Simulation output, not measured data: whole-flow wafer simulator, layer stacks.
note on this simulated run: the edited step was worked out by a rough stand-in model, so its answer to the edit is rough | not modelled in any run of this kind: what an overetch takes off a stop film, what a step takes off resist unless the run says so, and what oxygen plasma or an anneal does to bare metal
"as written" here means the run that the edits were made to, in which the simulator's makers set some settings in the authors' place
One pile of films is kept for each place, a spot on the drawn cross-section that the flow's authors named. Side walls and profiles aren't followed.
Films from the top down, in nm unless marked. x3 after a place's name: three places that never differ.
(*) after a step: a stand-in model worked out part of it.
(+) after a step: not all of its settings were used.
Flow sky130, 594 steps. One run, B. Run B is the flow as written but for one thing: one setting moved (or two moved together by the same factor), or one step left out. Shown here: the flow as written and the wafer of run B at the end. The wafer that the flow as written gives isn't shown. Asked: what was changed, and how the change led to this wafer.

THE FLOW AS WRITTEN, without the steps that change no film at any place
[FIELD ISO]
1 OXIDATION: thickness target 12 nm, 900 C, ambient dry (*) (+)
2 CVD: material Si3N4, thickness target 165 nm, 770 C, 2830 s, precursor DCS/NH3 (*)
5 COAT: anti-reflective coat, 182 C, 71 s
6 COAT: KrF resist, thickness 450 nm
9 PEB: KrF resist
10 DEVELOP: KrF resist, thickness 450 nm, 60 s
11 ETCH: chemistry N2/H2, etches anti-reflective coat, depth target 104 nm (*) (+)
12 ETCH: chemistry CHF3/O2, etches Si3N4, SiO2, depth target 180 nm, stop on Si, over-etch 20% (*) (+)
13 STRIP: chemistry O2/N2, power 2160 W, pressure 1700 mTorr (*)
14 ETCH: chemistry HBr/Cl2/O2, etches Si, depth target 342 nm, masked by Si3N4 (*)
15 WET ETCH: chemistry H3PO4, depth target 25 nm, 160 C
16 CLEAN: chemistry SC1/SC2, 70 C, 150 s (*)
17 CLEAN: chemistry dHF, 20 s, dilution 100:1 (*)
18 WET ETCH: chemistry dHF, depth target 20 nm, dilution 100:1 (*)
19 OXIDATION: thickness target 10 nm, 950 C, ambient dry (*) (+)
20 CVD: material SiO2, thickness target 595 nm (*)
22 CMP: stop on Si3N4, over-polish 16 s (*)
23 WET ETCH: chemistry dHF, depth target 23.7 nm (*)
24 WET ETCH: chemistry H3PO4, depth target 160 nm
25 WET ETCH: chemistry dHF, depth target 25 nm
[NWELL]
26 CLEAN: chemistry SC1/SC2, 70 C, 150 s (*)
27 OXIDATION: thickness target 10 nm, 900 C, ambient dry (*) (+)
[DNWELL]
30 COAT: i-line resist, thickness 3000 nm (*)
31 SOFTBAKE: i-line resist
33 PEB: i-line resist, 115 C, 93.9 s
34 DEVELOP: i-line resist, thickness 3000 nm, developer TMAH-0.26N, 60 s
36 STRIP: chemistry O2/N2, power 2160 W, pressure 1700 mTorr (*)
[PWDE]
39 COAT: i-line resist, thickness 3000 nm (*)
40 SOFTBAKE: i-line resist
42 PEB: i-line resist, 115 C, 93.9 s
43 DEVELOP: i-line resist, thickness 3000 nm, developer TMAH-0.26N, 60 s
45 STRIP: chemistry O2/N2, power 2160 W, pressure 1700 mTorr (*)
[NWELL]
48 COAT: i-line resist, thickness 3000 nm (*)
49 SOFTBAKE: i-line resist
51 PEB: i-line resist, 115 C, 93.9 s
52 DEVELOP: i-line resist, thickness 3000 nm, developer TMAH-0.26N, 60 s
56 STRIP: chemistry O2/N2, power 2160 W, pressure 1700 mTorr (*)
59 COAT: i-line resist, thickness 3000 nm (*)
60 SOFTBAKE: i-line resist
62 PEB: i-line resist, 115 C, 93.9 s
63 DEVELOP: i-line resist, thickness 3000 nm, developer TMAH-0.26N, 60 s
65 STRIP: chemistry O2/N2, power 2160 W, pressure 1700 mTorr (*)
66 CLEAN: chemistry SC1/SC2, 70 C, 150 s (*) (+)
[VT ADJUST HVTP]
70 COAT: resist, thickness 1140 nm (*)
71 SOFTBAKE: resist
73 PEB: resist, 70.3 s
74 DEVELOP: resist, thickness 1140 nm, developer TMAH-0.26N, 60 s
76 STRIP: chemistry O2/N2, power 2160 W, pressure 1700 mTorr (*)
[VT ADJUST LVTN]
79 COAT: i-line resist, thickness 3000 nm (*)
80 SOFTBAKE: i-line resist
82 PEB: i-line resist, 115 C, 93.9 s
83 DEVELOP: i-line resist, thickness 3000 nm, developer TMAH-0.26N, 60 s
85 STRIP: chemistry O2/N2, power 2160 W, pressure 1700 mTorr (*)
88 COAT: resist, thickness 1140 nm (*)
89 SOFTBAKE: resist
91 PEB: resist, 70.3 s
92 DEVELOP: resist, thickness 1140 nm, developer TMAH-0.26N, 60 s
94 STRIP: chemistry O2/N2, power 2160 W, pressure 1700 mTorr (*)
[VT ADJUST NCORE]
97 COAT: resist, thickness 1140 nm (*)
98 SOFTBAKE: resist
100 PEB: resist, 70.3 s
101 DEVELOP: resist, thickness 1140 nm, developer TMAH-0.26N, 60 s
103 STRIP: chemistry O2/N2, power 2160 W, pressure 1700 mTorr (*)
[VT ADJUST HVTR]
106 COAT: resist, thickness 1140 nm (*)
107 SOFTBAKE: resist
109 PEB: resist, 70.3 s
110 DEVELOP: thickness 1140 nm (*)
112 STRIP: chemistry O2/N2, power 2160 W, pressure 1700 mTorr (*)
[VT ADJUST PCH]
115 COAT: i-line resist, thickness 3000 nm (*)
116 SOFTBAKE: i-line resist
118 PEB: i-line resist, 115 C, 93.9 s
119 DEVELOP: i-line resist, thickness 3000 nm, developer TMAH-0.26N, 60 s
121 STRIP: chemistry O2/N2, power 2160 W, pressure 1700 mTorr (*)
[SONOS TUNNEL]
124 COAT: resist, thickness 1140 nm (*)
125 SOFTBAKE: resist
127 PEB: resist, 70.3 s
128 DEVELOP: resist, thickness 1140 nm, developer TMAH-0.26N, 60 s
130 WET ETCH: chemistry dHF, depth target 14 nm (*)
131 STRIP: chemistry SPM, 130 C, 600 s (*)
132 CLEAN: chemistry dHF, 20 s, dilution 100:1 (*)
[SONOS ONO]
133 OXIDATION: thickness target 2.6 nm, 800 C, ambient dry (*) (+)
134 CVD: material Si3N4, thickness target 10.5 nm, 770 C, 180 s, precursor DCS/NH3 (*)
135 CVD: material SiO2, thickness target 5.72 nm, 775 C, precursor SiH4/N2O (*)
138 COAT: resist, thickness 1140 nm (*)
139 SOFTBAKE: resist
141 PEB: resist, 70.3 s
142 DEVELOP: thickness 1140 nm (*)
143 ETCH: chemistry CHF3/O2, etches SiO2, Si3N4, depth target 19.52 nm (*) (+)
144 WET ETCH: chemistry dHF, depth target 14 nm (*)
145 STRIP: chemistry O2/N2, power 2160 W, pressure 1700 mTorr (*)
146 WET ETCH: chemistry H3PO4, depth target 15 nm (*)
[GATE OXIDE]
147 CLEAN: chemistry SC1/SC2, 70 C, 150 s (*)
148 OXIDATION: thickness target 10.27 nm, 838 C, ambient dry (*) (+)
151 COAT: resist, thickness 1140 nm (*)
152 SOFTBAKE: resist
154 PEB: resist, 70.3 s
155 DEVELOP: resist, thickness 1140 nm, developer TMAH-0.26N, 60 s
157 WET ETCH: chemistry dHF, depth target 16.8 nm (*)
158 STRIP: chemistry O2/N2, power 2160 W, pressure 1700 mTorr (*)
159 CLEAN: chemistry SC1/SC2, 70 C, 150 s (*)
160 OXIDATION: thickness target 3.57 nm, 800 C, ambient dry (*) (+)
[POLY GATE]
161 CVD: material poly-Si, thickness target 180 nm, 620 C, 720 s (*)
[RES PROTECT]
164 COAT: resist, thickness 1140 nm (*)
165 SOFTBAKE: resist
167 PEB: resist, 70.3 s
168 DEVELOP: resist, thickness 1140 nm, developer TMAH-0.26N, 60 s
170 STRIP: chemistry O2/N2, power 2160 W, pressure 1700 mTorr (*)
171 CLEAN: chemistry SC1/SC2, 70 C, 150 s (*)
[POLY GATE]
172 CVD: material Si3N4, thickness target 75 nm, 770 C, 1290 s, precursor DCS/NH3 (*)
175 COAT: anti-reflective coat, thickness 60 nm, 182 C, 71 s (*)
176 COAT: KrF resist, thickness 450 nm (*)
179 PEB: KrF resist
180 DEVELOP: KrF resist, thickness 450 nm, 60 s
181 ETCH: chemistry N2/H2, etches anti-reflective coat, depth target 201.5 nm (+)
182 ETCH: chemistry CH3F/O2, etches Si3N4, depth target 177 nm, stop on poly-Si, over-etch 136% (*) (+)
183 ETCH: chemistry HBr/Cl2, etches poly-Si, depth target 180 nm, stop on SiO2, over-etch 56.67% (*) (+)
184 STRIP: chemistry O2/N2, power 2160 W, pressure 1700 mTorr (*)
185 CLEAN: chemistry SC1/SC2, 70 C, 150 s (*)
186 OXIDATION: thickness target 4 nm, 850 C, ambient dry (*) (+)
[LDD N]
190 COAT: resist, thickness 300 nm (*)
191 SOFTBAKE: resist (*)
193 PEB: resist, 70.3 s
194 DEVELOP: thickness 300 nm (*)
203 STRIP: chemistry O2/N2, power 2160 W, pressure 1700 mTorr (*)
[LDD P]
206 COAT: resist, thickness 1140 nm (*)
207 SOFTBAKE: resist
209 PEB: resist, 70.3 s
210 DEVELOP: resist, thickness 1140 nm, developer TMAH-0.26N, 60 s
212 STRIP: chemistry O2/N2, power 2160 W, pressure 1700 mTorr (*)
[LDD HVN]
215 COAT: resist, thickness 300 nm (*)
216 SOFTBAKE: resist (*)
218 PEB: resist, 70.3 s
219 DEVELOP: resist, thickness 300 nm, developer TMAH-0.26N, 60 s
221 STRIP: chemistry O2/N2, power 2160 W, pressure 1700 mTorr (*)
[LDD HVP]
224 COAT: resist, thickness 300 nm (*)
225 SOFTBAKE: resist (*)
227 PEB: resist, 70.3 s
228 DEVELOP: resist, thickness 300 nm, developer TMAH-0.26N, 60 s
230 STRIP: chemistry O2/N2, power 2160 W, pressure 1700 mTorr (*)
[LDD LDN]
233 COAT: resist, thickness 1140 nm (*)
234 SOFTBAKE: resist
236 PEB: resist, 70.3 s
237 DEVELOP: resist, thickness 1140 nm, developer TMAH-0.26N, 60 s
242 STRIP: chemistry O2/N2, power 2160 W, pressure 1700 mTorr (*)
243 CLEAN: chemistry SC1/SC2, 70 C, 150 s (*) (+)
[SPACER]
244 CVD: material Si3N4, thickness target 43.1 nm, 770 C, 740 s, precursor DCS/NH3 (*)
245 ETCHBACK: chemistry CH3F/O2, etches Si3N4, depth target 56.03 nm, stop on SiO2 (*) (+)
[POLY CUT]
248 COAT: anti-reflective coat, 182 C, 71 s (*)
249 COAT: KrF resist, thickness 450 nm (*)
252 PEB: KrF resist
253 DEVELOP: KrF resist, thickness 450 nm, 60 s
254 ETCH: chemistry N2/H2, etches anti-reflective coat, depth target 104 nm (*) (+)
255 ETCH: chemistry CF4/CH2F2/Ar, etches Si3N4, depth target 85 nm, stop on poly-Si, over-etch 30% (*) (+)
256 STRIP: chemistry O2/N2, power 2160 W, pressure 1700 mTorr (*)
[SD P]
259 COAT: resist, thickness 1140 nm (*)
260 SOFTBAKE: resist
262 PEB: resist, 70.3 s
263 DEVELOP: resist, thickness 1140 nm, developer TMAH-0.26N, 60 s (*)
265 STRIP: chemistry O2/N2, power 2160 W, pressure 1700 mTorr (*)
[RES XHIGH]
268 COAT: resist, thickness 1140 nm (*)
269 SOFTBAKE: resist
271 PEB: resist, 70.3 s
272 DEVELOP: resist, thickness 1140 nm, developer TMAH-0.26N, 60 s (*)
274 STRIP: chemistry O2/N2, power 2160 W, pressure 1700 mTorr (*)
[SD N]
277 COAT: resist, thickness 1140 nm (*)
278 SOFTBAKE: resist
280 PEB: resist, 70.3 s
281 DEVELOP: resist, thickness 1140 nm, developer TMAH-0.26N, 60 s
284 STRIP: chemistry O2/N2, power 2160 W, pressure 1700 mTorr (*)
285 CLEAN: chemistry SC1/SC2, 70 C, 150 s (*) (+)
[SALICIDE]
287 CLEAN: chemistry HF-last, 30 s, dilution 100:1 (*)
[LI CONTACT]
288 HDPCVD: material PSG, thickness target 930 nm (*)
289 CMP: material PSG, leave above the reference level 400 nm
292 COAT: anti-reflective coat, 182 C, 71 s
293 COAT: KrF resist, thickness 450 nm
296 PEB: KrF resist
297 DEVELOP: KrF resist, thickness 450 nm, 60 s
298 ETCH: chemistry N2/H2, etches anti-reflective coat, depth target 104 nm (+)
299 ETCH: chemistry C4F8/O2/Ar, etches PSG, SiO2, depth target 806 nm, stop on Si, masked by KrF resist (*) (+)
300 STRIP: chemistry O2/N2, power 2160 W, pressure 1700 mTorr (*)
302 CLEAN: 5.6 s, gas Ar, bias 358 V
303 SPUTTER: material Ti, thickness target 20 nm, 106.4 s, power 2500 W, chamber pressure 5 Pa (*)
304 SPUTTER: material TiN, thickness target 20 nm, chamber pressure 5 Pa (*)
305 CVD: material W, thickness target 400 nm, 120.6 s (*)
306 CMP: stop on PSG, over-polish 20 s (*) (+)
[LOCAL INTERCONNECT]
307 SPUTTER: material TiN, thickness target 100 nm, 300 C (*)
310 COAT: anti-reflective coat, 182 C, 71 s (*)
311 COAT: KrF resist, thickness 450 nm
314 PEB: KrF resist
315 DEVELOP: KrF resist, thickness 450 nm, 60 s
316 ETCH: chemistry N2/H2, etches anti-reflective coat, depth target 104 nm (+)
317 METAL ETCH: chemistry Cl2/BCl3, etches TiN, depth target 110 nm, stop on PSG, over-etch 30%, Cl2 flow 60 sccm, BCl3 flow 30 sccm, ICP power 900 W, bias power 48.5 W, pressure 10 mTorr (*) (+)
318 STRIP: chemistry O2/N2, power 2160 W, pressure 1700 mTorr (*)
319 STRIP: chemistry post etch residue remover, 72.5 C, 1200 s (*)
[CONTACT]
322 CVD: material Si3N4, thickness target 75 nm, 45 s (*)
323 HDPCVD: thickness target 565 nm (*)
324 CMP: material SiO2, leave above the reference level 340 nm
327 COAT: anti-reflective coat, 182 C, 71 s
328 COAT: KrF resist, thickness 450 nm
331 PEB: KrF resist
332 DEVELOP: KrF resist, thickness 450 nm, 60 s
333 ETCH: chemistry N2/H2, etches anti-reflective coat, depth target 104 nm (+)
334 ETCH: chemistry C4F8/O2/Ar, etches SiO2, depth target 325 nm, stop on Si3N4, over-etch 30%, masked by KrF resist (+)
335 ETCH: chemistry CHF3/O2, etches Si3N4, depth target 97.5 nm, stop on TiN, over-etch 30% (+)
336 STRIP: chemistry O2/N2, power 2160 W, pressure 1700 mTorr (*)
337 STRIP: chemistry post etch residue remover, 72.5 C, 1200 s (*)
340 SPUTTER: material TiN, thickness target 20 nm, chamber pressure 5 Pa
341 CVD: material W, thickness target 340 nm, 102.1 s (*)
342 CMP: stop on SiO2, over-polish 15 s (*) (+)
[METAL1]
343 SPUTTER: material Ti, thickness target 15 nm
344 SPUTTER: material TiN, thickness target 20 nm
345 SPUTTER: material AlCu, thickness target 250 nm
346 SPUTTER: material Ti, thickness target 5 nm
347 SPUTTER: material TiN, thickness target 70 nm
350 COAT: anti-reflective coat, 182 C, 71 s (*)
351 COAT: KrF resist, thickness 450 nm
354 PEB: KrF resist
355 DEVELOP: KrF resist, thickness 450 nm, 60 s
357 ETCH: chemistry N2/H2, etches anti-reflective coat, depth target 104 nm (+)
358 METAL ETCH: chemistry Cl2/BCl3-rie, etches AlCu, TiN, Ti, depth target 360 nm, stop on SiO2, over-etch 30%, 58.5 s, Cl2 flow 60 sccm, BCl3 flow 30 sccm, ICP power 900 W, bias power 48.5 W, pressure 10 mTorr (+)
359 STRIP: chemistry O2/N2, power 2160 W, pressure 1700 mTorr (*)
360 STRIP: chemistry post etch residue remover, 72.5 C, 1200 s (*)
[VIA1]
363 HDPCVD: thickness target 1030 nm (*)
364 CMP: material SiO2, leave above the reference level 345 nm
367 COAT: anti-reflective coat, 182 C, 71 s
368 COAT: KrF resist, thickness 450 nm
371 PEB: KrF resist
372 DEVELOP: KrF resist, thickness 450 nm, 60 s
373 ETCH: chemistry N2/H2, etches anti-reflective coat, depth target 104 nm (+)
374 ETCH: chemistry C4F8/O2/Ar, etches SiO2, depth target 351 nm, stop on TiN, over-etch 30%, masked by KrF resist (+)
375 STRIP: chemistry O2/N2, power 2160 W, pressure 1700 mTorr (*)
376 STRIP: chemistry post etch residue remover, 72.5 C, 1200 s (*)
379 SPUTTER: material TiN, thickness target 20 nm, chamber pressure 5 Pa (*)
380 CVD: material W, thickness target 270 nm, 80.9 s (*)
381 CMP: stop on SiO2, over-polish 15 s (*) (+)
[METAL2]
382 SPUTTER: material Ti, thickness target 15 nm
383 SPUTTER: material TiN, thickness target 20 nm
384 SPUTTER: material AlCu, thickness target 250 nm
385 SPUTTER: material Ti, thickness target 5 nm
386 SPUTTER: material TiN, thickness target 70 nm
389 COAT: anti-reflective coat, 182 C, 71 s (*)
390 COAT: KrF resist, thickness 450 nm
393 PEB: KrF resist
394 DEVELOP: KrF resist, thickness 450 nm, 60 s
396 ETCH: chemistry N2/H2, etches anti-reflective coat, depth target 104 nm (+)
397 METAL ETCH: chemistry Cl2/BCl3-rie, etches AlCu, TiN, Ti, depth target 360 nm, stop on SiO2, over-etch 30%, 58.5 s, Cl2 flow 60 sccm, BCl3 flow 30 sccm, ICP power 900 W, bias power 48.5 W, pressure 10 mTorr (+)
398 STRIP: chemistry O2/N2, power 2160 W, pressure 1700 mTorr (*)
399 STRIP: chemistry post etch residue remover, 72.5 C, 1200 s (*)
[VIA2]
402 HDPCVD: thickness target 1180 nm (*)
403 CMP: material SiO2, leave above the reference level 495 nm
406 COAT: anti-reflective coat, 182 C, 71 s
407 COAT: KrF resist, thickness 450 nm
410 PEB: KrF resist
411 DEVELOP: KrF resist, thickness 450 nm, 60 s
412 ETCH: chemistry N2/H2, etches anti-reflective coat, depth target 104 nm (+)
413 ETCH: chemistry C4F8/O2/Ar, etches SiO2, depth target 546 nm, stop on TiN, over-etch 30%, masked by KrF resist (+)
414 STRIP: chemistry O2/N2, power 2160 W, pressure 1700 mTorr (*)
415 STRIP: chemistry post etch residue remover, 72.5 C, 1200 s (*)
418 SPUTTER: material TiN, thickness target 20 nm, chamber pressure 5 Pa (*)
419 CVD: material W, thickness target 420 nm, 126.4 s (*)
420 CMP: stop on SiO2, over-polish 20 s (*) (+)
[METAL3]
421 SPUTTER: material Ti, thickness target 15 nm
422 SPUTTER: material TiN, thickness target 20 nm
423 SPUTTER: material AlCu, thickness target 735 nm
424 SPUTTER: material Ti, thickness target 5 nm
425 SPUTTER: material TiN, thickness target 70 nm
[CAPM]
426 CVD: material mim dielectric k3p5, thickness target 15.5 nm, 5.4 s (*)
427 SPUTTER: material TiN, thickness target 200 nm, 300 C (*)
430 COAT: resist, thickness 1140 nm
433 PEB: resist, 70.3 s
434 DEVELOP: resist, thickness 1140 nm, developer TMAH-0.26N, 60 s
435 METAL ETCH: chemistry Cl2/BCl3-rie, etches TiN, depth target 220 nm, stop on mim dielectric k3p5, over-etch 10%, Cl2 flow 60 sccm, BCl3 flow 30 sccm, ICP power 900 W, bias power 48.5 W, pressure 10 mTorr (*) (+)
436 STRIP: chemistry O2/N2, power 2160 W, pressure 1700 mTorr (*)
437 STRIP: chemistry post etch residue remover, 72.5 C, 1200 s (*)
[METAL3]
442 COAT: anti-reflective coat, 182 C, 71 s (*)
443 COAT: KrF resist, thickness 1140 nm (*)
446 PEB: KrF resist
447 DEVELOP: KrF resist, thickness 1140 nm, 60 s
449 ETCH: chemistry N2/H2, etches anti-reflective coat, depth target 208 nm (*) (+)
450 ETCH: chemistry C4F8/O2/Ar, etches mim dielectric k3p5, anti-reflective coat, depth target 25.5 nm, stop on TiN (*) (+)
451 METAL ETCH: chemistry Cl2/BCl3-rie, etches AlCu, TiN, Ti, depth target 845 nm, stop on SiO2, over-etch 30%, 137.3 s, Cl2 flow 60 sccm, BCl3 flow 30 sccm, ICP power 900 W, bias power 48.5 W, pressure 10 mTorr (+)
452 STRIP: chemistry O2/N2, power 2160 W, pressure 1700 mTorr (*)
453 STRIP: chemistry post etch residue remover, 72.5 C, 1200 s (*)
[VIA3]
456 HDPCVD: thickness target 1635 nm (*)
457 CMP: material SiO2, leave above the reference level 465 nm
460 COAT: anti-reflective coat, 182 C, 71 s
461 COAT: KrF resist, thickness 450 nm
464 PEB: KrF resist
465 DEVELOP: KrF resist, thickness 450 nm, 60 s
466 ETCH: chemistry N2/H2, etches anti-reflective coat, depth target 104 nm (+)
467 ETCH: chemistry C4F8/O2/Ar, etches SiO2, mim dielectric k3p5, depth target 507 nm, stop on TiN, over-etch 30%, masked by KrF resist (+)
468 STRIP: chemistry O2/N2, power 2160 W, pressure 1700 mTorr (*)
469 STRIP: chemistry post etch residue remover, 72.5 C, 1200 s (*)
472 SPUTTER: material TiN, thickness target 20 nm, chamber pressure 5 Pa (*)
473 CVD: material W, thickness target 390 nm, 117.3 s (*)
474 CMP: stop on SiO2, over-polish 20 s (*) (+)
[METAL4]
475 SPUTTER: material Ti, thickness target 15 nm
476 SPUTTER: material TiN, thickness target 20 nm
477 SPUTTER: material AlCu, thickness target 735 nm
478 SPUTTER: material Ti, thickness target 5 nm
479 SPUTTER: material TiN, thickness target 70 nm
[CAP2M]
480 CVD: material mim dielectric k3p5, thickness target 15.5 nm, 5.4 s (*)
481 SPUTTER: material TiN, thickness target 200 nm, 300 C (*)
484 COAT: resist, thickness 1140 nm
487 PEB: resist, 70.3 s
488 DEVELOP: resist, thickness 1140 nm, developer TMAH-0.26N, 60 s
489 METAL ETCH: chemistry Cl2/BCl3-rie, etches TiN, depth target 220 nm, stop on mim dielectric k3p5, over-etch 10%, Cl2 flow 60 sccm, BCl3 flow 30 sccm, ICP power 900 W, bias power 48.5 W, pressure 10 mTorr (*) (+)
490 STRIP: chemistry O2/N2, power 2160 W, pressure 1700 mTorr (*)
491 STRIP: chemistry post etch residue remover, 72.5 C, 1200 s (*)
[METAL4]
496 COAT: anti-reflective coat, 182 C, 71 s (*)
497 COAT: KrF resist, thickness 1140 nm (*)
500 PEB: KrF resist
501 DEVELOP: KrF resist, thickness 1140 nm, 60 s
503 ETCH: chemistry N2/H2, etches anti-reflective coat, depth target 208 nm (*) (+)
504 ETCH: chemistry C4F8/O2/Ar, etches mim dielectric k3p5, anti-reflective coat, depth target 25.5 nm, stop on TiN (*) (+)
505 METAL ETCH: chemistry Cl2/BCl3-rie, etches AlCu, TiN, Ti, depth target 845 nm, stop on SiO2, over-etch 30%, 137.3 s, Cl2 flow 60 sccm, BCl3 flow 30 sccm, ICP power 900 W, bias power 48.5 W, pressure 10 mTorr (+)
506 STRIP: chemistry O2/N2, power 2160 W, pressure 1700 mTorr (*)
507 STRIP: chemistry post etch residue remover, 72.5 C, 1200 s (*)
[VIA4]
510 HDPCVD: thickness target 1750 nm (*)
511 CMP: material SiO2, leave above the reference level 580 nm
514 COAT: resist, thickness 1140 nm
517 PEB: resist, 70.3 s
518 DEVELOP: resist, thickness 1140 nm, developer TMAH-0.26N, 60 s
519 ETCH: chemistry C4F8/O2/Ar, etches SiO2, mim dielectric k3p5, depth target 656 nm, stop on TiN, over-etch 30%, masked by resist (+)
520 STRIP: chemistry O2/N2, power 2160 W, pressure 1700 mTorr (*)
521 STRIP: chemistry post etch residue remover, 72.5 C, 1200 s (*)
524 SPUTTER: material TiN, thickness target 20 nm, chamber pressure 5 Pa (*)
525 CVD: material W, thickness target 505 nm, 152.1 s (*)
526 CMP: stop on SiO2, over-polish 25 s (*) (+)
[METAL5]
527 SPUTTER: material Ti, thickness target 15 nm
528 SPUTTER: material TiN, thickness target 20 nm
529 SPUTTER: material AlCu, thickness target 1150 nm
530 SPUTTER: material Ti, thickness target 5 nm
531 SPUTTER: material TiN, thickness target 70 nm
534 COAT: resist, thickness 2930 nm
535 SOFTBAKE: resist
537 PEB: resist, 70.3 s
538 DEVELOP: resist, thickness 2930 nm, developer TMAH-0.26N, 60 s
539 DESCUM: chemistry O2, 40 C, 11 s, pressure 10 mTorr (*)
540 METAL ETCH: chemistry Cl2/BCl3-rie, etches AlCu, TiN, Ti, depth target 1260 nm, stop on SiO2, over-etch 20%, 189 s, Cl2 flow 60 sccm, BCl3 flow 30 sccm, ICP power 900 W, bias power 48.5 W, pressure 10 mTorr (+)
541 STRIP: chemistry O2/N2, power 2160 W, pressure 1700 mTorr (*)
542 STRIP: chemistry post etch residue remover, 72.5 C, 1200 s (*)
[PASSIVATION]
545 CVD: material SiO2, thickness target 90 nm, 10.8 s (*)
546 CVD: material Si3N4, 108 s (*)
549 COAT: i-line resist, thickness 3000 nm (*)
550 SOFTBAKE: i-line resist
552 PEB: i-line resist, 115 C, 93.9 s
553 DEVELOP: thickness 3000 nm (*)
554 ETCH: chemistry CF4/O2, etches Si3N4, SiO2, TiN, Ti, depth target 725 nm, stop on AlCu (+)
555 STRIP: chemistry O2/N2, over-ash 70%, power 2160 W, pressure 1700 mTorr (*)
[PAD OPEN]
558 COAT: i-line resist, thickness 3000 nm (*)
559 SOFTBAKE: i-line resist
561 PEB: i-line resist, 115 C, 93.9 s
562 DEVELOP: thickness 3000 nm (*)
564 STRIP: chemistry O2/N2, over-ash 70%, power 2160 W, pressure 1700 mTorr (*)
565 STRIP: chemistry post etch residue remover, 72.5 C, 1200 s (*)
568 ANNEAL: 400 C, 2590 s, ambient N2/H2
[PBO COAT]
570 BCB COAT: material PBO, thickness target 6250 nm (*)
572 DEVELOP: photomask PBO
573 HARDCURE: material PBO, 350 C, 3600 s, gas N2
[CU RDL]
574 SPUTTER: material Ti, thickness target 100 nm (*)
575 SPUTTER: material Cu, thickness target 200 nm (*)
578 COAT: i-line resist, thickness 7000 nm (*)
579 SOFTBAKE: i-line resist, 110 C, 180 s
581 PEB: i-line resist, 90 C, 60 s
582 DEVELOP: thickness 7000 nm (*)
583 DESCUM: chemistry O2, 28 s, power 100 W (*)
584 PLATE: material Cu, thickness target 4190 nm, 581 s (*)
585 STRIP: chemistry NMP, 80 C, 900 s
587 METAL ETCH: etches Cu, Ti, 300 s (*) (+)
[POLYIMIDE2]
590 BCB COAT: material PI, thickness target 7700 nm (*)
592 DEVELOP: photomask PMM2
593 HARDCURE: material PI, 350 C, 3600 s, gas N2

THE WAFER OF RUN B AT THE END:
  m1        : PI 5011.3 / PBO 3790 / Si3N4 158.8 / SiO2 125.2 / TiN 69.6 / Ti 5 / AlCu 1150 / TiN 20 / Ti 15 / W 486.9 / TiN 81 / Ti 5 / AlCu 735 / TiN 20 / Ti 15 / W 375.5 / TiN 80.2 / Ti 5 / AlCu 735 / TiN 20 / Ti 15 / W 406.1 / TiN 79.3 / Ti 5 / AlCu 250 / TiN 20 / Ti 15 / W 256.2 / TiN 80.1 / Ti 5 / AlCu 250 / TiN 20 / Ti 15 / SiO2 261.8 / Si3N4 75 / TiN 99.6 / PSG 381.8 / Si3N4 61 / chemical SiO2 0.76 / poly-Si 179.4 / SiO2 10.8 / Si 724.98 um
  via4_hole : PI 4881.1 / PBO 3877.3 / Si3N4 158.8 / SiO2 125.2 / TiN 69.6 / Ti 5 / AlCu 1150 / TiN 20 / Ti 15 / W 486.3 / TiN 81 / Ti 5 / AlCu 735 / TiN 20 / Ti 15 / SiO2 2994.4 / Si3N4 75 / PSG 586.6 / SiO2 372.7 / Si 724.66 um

The cause: step 524, SPUTTER: thickness target 15 nm was run, where the flow has thickness target 20 nm.

How the change led to this, step by step:
  524 SPUTTER: material TiN, thickness target 20 nm, chamber pressure 5 Pa (*)
      field, active, n_well and 188 more: TiN +15 (new film) (as written it would be: TiN +20 (new film))
      m1, via4_hole: TiN +11.4 (as written it would be: TiN +15.3)
  526 CMP: stop on SiO2, over-polish 25 s (*) (+)
      field, active, n_well and 188 more: W -505 (all of it), TiN -15 (all of it), SiO2 -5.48 (as written it would be: W -505 (all of it), TiN -20 (all of it), SiO2 -5.48)
